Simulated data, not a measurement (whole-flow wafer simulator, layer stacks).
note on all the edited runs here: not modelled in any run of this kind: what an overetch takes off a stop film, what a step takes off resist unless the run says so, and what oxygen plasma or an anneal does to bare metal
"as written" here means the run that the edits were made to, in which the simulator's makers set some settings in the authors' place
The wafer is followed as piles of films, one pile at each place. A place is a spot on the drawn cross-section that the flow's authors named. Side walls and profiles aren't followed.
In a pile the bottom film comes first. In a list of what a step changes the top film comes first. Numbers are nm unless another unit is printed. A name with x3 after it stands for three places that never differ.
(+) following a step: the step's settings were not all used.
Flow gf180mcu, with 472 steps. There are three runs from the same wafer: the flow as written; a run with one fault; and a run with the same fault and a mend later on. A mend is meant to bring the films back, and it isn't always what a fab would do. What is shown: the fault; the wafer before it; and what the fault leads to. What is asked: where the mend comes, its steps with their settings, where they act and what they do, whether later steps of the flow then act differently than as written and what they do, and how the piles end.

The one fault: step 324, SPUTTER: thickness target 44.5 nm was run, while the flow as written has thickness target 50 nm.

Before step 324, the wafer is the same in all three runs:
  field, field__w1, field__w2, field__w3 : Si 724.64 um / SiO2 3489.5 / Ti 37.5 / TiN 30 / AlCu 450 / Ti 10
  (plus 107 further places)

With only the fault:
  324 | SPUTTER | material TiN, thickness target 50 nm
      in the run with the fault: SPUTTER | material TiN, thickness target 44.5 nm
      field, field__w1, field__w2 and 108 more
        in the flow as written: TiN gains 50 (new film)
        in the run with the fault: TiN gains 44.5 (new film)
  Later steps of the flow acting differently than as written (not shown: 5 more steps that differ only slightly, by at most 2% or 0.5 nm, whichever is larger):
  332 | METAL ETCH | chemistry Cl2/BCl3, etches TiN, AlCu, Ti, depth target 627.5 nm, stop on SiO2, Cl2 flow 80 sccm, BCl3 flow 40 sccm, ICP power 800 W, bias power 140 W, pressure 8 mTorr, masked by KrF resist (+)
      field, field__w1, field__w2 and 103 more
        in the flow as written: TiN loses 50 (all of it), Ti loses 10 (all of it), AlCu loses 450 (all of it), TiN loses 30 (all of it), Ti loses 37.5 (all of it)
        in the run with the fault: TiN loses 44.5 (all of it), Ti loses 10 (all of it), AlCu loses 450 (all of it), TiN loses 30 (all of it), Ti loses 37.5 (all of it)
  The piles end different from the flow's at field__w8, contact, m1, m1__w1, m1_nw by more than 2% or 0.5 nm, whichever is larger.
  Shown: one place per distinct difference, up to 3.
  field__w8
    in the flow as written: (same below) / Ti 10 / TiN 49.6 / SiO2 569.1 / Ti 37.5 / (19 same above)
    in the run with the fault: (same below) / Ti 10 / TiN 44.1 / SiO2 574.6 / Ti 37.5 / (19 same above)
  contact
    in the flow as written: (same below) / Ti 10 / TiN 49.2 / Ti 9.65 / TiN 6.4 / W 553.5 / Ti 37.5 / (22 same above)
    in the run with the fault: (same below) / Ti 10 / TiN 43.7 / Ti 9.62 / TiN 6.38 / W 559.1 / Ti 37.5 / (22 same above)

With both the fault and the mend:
  The mend follows step 324.
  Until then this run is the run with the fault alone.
  324a | SPUTTER | material TiN, thickness target 5.5 nm (the flow's step 324, run once more with other settings)
      field, field__w1, field__w2 and 108 more
        TiN gains 5.5
  None of the later steps of the flow acts differently than as written at any place that is followed.
  The piles end the same as the flow's at every place that both follow.
